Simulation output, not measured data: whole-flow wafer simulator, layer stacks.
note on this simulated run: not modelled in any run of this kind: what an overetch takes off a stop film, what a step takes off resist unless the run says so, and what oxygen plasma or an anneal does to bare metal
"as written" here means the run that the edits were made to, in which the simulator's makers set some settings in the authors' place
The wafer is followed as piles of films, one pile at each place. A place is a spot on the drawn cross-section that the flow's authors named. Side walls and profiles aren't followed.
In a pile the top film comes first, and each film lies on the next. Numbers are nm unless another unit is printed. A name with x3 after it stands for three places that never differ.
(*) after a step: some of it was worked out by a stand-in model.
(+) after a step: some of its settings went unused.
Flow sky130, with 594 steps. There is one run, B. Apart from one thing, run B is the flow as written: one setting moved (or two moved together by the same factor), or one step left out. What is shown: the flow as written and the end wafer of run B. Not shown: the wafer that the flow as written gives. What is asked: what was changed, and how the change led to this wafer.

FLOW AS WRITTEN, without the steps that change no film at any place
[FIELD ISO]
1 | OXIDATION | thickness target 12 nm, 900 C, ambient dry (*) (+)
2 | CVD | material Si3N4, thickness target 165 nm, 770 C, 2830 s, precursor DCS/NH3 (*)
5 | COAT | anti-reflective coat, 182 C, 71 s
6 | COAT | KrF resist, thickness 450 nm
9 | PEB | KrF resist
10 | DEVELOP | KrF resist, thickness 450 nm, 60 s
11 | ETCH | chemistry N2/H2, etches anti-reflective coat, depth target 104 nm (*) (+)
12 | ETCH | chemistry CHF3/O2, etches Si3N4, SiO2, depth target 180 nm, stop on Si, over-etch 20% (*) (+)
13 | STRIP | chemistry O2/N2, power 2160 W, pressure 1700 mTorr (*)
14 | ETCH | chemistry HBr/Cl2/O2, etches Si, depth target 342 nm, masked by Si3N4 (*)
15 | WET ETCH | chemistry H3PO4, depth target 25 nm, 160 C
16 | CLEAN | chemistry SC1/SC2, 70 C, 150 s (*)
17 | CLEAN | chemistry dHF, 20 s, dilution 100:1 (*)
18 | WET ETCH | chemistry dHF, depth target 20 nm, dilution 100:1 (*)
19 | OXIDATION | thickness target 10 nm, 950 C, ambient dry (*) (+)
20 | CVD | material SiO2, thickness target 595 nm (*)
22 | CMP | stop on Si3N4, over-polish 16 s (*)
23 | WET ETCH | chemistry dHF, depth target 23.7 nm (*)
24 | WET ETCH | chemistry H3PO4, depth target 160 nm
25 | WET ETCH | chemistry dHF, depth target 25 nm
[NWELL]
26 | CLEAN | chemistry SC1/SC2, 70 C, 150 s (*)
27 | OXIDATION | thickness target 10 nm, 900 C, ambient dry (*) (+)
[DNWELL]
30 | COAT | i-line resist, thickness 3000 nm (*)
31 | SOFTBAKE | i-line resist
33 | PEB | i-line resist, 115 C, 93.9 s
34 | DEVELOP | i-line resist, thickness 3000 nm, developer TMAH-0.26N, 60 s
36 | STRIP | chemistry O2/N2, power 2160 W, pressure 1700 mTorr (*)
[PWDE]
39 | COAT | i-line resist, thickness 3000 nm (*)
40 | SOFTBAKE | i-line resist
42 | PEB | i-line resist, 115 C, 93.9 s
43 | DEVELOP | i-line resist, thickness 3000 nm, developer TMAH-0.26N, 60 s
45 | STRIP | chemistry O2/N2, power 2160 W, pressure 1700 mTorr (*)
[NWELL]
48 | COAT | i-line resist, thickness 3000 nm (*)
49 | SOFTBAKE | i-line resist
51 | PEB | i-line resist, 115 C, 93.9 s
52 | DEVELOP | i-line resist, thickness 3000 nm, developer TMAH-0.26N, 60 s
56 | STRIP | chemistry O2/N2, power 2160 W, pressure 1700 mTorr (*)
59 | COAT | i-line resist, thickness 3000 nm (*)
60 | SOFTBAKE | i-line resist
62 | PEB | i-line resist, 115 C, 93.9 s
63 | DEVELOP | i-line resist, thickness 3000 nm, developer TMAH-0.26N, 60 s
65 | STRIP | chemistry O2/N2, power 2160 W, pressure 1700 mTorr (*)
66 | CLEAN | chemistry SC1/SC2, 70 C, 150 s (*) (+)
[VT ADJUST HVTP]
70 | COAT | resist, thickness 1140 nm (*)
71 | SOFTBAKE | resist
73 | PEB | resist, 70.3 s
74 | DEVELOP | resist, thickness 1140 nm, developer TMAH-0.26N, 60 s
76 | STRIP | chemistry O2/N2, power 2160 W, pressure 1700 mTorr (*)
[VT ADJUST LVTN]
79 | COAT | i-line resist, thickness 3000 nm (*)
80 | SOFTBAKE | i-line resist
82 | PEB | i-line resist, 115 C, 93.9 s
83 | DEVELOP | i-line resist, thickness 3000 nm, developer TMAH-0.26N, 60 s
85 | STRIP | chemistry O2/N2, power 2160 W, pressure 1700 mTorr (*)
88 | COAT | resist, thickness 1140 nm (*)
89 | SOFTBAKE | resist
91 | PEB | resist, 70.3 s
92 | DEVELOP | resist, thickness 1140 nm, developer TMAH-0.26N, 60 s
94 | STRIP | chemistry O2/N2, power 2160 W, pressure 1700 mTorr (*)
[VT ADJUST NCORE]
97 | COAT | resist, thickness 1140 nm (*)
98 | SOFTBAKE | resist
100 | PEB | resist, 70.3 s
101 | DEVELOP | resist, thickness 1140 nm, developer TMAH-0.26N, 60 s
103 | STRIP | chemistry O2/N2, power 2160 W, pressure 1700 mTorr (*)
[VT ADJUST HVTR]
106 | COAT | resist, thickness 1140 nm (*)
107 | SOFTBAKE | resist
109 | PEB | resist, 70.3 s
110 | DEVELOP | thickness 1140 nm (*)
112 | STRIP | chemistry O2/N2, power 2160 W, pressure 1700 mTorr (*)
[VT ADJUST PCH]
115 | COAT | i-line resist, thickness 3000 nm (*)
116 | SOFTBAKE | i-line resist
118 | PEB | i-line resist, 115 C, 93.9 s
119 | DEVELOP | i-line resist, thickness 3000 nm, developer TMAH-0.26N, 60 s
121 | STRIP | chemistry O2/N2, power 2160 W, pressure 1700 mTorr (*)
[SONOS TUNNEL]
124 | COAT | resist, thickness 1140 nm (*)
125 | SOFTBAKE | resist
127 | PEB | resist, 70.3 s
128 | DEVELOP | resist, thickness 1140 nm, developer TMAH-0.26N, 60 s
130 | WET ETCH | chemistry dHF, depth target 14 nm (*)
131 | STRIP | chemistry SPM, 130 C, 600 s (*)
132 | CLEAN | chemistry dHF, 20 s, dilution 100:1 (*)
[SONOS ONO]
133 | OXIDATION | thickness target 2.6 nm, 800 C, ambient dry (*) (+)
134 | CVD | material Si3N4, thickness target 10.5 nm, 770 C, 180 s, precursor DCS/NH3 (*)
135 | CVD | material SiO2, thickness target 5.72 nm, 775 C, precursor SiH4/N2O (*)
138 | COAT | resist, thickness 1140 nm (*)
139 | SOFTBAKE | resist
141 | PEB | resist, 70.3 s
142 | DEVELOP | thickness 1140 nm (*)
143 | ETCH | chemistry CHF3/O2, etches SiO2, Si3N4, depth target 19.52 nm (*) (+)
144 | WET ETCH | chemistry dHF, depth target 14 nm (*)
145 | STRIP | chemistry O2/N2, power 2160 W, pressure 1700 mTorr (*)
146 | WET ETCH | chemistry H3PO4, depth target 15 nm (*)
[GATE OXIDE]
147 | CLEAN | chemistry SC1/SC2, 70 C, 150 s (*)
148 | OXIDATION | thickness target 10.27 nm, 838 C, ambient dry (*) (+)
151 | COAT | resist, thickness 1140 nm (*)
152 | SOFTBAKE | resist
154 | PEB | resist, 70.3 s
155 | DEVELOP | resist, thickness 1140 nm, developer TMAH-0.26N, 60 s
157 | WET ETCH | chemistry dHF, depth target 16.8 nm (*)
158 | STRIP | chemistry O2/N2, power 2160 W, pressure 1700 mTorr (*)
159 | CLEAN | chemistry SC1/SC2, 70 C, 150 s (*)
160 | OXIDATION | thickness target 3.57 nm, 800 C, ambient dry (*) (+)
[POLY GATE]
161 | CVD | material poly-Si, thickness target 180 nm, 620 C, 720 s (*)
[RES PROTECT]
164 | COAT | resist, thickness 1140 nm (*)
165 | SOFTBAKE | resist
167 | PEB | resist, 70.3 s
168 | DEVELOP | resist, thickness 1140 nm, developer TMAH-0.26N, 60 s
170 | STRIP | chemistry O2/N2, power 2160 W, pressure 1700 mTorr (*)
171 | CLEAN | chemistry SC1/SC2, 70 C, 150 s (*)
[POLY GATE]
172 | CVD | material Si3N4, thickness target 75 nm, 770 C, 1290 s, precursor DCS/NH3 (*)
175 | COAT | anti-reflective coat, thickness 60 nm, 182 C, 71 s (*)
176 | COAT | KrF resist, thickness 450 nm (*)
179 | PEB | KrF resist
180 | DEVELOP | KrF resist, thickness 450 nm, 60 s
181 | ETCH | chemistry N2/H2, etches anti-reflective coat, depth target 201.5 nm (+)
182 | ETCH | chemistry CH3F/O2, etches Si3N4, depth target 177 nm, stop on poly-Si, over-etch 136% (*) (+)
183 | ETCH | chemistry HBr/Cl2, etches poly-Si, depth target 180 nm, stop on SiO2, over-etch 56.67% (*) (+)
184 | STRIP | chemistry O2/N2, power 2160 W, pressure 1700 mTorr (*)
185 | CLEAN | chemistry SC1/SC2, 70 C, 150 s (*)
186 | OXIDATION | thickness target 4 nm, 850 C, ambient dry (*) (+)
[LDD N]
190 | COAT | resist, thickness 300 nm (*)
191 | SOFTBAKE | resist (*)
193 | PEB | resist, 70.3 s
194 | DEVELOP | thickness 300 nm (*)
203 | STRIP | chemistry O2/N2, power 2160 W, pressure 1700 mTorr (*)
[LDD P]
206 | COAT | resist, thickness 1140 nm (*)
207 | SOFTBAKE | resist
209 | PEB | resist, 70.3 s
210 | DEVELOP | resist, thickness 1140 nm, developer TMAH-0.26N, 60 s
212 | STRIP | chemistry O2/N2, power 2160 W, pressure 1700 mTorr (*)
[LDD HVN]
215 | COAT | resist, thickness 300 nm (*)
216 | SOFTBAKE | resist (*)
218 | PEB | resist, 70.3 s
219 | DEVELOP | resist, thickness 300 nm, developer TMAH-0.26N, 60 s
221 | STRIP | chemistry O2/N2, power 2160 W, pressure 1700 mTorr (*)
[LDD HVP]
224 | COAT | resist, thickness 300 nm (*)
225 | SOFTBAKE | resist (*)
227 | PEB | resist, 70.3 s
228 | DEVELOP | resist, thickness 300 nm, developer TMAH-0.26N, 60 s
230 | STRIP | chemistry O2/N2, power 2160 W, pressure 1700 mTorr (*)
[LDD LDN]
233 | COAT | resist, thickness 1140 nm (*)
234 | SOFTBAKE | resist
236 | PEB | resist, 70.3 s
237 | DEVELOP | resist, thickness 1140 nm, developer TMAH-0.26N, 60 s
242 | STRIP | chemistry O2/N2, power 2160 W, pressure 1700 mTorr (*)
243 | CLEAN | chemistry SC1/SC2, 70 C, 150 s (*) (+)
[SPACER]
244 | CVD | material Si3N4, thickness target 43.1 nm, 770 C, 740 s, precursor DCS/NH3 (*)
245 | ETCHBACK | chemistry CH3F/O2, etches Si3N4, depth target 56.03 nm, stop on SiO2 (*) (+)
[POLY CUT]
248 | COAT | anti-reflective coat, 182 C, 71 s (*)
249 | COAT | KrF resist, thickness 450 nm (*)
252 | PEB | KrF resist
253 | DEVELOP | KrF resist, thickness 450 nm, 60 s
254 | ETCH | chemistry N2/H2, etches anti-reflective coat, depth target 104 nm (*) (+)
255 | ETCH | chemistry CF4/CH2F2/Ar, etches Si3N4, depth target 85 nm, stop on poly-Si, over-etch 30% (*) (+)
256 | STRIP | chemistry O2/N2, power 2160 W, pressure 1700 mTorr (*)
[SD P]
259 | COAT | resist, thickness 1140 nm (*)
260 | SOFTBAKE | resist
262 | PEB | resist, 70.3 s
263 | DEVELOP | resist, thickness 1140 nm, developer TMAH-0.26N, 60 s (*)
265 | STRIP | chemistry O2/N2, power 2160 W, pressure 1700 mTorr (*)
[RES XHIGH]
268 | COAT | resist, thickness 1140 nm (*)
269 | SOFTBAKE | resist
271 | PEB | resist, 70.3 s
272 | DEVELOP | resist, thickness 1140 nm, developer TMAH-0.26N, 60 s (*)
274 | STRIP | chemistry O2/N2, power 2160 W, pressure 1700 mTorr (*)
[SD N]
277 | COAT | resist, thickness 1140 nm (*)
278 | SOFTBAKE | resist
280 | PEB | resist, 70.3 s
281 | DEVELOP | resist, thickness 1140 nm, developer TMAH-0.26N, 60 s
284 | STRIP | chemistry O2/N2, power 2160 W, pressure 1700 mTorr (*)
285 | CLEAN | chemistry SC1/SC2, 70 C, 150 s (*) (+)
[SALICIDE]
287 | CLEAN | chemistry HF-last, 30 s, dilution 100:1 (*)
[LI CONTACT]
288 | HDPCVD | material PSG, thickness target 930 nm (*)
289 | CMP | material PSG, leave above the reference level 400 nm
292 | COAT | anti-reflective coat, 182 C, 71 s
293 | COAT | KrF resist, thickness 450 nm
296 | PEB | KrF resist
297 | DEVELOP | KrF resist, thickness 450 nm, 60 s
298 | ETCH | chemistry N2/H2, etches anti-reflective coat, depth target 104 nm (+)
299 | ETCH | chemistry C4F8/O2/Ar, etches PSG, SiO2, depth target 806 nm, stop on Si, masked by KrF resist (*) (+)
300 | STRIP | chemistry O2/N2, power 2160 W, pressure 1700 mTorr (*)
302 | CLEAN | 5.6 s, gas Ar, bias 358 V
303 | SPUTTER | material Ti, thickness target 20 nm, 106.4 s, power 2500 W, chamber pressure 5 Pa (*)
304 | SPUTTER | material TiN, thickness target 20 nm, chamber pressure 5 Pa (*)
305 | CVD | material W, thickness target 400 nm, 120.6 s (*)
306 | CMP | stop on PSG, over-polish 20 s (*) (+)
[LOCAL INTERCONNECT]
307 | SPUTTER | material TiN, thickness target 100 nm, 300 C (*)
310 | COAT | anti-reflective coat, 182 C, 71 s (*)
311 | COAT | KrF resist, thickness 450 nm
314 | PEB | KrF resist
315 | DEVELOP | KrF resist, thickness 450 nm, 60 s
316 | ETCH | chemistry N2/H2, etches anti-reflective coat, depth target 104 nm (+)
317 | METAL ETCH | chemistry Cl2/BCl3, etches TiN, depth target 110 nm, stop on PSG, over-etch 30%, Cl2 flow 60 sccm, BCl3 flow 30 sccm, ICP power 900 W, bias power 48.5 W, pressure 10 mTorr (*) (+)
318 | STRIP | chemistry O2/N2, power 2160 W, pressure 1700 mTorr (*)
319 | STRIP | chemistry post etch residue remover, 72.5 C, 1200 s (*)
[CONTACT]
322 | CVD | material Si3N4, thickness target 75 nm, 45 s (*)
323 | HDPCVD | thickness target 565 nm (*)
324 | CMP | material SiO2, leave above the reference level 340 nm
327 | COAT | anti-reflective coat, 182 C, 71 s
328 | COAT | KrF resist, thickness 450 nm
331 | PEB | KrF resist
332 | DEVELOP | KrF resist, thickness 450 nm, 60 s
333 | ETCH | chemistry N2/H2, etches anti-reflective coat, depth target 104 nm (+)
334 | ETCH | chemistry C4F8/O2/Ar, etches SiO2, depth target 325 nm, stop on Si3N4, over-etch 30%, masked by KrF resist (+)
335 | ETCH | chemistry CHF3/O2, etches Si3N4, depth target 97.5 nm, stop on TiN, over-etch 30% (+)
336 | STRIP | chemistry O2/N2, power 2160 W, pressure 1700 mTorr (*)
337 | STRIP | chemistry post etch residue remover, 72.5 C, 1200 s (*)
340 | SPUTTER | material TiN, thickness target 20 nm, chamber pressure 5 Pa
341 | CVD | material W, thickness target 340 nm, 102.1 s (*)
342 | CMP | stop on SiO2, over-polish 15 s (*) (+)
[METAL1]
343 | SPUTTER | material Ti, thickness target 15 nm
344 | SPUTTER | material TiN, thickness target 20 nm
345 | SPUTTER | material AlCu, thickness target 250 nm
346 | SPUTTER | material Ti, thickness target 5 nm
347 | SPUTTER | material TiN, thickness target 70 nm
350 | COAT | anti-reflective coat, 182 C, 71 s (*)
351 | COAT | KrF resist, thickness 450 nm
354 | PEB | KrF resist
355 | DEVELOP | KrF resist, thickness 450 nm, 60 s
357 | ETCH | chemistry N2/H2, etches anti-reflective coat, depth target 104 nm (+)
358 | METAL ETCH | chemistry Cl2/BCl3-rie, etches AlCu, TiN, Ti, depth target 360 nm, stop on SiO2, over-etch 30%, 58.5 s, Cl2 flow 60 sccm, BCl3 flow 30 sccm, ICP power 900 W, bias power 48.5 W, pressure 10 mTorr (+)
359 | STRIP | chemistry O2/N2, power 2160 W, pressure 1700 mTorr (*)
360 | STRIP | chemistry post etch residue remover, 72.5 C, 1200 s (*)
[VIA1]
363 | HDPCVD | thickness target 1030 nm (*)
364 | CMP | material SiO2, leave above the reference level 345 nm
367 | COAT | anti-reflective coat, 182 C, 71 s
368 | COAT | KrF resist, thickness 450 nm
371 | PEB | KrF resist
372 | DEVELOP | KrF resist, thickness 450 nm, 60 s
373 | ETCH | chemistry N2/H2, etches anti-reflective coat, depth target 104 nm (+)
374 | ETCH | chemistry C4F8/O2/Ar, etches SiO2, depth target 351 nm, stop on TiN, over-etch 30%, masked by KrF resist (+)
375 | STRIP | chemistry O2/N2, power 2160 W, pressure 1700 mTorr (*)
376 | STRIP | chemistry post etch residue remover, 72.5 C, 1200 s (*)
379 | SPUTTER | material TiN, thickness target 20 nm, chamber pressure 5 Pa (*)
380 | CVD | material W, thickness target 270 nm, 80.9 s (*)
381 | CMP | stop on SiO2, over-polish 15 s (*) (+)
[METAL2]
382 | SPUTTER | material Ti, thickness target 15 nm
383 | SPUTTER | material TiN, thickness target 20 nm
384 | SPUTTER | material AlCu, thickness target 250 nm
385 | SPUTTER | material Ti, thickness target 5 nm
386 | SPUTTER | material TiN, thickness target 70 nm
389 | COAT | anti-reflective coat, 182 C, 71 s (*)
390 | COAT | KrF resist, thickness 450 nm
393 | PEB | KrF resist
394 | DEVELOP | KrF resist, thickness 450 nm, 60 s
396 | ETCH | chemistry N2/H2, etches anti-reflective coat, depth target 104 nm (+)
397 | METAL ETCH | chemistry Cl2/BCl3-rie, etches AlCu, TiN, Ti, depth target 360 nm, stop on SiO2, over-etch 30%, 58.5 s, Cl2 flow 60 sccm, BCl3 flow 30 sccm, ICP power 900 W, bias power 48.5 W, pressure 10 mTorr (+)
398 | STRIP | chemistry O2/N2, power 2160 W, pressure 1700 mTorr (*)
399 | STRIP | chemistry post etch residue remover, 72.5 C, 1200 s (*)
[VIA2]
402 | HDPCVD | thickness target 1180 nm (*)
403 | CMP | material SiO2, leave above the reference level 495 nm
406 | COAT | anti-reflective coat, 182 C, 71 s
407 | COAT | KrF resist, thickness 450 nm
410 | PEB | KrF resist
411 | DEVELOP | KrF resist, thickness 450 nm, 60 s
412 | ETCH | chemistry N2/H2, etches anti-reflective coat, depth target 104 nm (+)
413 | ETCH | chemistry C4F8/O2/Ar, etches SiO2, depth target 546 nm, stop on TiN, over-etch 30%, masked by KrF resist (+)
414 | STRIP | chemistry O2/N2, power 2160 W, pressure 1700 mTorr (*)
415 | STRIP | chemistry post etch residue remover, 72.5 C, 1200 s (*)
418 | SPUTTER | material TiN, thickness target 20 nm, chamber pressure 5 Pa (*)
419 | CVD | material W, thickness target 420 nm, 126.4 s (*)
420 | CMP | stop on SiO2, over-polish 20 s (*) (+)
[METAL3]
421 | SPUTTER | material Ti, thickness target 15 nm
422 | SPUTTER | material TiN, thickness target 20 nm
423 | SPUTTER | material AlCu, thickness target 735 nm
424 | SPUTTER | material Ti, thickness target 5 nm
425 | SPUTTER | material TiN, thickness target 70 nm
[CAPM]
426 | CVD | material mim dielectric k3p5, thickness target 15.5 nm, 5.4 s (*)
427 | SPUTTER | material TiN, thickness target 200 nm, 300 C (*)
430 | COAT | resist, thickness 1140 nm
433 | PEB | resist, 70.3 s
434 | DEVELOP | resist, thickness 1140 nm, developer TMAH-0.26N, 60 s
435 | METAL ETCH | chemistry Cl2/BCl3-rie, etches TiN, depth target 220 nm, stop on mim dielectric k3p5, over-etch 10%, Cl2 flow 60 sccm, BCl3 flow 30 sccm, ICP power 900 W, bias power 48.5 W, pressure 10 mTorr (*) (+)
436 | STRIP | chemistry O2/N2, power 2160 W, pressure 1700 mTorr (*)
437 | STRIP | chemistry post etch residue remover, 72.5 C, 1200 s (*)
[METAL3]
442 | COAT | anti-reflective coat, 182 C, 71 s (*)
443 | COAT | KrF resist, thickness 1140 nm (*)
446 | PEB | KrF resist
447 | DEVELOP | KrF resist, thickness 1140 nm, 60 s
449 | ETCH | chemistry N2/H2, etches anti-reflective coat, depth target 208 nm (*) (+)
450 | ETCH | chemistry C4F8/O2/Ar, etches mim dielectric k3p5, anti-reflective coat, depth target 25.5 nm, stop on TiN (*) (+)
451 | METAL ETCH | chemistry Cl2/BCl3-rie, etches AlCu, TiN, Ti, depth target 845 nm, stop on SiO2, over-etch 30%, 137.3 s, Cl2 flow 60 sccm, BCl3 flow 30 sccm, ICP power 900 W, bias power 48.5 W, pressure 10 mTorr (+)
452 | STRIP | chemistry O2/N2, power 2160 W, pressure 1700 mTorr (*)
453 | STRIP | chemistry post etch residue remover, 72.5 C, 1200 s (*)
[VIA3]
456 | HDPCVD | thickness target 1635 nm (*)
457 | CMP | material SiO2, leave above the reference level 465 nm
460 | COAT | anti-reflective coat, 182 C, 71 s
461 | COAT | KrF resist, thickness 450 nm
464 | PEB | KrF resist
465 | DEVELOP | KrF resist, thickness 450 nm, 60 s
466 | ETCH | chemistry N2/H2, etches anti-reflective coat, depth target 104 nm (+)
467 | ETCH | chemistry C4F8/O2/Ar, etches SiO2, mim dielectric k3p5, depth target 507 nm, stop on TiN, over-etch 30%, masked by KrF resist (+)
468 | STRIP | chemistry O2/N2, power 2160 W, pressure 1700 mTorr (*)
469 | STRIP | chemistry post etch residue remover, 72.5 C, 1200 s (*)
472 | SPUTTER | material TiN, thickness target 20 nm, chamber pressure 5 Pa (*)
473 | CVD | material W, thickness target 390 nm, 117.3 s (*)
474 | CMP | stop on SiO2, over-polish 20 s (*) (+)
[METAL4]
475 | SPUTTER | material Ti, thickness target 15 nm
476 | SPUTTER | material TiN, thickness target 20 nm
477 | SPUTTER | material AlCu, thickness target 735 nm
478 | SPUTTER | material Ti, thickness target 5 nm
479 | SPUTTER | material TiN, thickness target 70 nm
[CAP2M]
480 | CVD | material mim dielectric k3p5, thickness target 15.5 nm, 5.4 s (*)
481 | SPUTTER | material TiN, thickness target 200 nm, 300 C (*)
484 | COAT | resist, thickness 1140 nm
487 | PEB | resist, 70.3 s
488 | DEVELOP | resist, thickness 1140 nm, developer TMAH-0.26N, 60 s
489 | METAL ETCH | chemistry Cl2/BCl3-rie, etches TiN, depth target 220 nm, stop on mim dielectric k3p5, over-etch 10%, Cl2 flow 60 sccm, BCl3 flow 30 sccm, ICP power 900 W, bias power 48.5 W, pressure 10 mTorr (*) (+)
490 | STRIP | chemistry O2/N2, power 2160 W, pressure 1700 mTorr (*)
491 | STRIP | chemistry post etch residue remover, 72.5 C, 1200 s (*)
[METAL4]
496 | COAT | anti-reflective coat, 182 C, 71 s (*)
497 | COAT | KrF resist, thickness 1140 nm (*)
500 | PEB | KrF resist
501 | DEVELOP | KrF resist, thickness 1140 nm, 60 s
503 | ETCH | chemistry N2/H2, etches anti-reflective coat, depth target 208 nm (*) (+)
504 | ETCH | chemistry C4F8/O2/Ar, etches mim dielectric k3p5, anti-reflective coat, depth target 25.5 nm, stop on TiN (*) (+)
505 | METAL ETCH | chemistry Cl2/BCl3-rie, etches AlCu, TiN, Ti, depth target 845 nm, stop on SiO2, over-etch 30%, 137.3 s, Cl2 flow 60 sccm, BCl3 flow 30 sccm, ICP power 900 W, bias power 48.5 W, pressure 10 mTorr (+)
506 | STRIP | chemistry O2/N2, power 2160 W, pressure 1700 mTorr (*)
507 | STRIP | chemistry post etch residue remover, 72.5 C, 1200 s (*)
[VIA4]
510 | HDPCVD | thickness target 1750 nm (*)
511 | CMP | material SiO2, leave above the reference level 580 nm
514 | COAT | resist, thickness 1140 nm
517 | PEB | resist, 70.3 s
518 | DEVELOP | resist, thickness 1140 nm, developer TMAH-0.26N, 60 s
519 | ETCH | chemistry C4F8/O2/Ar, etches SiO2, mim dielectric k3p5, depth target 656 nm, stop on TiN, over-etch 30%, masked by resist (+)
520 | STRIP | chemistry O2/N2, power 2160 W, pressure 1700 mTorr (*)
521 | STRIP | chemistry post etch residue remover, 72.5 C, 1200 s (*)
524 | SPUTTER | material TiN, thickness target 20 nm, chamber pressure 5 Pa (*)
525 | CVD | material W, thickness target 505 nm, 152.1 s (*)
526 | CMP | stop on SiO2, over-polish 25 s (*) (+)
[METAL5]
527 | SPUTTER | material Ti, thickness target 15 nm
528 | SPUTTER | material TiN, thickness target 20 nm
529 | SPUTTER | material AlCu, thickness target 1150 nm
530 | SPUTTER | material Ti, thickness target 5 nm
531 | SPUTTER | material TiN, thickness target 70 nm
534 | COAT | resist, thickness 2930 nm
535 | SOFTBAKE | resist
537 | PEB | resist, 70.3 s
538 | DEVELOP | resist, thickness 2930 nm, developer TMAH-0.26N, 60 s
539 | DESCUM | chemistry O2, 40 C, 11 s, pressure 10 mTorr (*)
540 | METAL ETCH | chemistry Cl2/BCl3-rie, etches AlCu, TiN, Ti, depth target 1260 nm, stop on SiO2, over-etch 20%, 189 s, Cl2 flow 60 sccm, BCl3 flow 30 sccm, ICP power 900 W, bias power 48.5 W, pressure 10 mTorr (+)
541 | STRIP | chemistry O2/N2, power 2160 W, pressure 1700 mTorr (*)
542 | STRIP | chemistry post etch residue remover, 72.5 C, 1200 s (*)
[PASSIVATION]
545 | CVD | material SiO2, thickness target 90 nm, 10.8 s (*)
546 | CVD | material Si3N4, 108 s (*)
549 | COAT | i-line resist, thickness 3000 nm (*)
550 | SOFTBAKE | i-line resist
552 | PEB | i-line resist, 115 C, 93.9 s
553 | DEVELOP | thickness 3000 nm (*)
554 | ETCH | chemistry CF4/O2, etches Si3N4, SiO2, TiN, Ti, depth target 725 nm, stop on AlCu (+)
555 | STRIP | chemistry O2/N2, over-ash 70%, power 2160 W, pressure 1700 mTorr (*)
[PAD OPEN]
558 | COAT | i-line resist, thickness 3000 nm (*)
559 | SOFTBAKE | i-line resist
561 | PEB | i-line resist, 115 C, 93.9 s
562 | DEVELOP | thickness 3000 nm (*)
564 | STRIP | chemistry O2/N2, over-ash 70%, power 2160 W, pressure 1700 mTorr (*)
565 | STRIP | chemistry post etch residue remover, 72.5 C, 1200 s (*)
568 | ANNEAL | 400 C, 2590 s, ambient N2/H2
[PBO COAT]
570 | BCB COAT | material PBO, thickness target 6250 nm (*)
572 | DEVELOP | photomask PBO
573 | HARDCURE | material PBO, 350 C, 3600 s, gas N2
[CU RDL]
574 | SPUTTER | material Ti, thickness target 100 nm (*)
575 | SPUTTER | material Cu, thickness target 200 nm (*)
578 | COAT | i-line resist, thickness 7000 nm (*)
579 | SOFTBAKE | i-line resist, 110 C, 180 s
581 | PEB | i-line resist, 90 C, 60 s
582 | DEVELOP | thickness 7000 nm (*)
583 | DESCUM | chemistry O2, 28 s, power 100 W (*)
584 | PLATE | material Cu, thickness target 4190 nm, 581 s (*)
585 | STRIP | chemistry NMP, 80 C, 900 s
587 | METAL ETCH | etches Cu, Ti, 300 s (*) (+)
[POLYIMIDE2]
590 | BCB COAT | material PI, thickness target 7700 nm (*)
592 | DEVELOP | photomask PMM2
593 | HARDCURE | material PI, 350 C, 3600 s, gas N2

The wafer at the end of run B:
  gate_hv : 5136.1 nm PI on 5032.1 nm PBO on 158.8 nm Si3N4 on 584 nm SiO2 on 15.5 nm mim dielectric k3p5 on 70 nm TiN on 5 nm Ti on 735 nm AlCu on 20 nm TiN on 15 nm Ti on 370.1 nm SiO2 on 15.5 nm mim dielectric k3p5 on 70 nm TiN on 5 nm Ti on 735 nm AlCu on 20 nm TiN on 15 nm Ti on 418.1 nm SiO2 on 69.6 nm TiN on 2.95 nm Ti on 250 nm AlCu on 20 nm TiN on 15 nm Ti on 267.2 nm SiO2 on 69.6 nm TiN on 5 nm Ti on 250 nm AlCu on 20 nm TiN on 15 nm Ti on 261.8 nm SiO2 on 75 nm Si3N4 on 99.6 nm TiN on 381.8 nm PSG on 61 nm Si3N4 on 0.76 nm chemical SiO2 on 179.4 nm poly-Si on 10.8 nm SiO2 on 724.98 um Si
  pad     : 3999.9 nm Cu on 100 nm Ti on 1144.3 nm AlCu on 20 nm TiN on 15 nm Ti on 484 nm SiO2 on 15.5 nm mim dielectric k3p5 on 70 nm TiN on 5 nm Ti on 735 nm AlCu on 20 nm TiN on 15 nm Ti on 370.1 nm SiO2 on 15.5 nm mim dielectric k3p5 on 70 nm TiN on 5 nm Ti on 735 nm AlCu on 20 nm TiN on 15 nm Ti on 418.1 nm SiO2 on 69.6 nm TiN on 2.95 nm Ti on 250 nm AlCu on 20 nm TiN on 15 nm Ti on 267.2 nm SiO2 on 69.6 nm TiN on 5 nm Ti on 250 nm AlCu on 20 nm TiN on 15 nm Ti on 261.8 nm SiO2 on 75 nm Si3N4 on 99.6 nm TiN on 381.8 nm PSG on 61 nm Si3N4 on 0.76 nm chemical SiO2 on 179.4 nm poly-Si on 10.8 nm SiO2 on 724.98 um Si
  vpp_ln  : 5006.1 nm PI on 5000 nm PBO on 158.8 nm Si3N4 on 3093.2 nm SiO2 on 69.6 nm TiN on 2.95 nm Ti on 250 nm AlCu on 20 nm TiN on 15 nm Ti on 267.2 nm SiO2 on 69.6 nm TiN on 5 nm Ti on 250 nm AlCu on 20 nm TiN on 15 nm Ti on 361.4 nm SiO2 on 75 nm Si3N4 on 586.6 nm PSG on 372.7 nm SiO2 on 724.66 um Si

Cause: step 385, SPUTTER: thickness target 2.95 nm was run, whereas the flow has thickness target 5 nm.
The wafer lets one read it off: gate_hv has Ti 2.95, and step 385 as written asks for 5 nm.

Step by step, how the change led to this:
  385 | SPUTTER | material Ti, thickness target 5 nm
      field, active, n_well and 188 more: Ti gains 2.95 (new film) (it would be, as written: Ti gains 5 (new film))
  397 | METAL ETCH | chemistry Cl2/BCl3-rie, etches AlCu, TiN, Ti, depth target 360 nm, stop on SiO2, over-etch 30%, 58.5 s, Cl2 flow 60 sccm, BCl3 flow 30 sccm, ICP power 900 W, bias power 48.5 W, pressure 10 mTorr (+)
      field, active, gate and 82 more: TiN loses 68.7 (all of it), Ti loses 2.95 (all of it), AlCu loses 250 (all of it), TiN loses 20 (all of it), Ti loses 15 (all of it), SiO2 loses 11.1 (it would be, as written: TiN loses 68.7 (all of it), Ti loses 5 (all of it), AlCu loses 250 (all of it), TiN loses 20 (all of it), Ti loses 15 (all of it), SiO2 loses 10.9)
